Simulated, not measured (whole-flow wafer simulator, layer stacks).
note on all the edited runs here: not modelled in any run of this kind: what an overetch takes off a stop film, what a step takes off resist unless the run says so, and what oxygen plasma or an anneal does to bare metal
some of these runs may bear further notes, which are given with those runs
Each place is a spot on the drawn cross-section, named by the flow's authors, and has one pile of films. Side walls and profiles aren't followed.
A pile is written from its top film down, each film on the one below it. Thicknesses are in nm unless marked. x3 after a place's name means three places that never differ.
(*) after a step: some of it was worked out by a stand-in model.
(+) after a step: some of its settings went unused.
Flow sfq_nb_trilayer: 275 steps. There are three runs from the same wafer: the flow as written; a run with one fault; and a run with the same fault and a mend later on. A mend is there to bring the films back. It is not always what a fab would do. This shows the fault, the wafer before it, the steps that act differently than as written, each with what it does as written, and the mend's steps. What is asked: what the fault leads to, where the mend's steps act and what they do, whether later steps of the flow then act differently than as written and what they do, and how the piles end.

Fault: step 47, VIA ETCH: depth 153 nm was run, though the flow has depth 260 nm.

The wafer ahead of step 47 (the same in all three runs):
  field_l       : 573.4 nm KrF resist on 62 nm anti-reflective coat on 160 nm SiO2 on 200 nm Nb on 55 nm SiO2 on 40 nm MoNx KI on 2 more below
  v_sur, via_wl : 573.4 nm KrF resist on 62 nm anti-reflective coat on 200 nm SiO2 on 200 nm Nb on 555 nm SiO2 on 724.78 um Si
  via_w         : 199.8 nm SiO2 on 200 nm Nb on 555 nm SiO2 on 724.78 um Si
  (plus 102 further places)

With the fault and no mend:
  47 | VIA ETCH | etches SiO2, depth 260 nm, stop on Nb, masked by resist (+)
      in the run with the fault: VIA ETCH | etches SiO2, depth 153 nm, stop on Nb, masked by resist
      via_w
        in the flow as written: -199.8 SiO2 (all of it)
        in the run with the fault: -153 SiO2
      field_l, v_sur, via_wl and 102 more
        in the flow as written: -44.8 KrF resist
        in the run with the fault: -26.4 KrF resist
  Steps further on in the flow that do not act as written (not shown: 3 more steps that differ only slightly, by at most 2% or 0.5 nm, whichever is larger):
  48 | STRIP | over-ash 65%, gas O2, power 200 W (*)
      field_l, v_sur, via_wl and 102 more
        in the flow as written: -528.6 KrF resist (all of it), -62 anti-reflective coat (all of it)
        in the run with the fault: -547.1 KrF resist (all of it), -62 anti-reflective coat (all of it)
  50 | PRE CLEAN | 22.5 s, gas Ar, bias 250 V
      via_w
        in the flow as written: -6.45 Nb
        in the run with the fault: -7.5 SiO2
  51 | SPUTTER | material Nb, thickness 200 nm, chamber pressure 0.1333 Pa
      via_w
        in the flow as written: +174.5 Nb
        in the run with the fault: +183.8 Nb (new film)
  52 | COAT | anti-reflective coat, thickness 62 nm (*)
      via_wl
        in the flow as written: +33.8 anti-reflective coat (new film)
        in the run with the fault: +35.6 anti-reflective coat (new film)
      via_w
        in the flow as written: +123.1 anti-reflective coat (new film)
        in the run with the fault: +112.1 anti-reflective coat (new film)
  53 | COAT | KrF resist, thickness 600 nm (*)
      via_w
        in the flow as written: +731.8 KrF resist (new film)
        in the run with the fault: +694.8 KrF resist (new film)
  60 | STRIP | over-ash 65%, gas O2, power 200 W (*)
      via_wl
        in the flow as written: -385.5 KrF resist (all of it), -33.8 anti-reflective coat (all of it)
        in the run with the fault: -389.2 KrF resist (all of it), -35.6 anti-reflective coat (all of it)
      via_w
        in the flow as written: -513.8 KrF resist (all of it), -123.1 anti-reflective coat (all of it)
        in the run with the fault: -476.9 KrF resist (all of it), -112.1 anti-reflective coat (all of it)
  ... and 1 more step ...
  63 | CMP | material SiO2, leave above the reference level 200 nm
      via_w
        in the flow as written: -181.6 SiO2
        in the run with the fault: -157.1 SiO2
  The piles end different from the flow's at via_w by more than 2% or 0.5 nm, whichever is larger.
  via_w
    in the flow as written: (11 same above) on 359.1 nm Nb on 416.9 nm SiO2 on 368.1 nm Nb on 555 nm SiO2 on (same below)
    in the run with the fault: (11 same above) on 359.1 nm Nb on 361.8 nm SiO2 on 183.8 nm Nb on 39.3 nm SiO2 on 200 nm Nb on 555 nm SiO2 on (same below)

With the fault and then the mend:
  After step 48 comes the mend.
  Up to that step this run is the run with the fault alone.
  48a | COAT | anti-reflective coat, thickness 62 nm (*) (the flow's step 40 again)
      p4_fl x3, p4_w1 x9, p4_g1 x2 and 63 more
        +62 anti-reflective coat (new film)
      ce_l, c5j, ce_r and 10 more
        +61.8 anti-reflective coat (new film)
      ln_m6, lsp_r, l0_sur, l0v
        +61.9 anti-reflective coat (new film)
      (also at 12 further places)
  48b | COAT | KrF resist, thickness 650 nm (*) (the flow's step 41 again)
      p4_fl x3, p4_w1 x9, p4_g1 x2 and 63 more
        +650 KrF resist (new film)
      r_end, moat, field_r and 6 more
        +649.6 KrF resist (new film)
      be_r, r_sur, res, l0v
        +649.5 KrF resist (new film)
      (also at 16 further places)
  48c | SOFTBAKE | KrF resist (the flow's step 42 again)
      alters no film at any place that is followed
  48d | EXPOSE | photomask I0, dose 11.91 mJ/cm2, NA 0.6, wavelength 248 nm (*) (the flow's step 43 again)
      alters no film at any place that is followed
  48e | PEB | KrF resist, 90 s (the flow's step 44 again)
      gap, jj_sur, ce_l and 93 more
        -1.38 KrF resist
      via_v, wire, be, be_sur
        -1.37 KrF resist
      field_l, via_sp
        -1.36 KrF resist
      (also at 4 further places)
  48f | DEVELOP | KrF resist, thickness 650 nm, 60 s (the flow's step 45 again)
      field_l, v_sur, via_wl and 102 more
        -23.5 KrF resist
      via_w
        -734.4 KrF resist (all of it)
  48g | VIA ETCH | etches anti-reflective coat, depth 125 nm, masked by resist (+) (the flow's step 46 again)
      field_l, v_sur, via_wl and 102 more
        -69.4 KrF resist
      via_w
        -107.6 anti-reflective coat (all of it)
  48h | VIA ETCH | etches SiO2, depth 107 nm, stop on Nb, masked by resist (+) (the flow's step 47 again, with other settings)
      field_l, v_sur, via_wl and 102 more
        -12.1 KrF resist
      via_w
        -46.8 SiO2 (all of it)
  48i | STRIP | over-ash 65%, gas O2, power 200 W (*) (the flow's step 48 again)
      p4_fl x3, p4_w1 x9, p4_g1 x2 and 63 more
        -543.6 KrF resist (all of it), -62 anti-reflective coat (all of it)
      r_sur, res, r_end, moat
        -543.1 KrF resist (all of it), -61.8 anti-reflective coat (all of it)
      field_r, lsp_l, ln_m5, lsp_m
        -543.2 KrF resist (all of it), -61.8 anti-reflective coat (all of it)
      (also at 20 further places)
  Later steps of the flow that are run all act as written at every place that is followed, up to a difference of at most 2% or 0.5 nm, whichever is larger.
  The piles end only slightly different from the flow's at the places that both follow, by no more than 2% or 0.5 nm, whichever is larger.
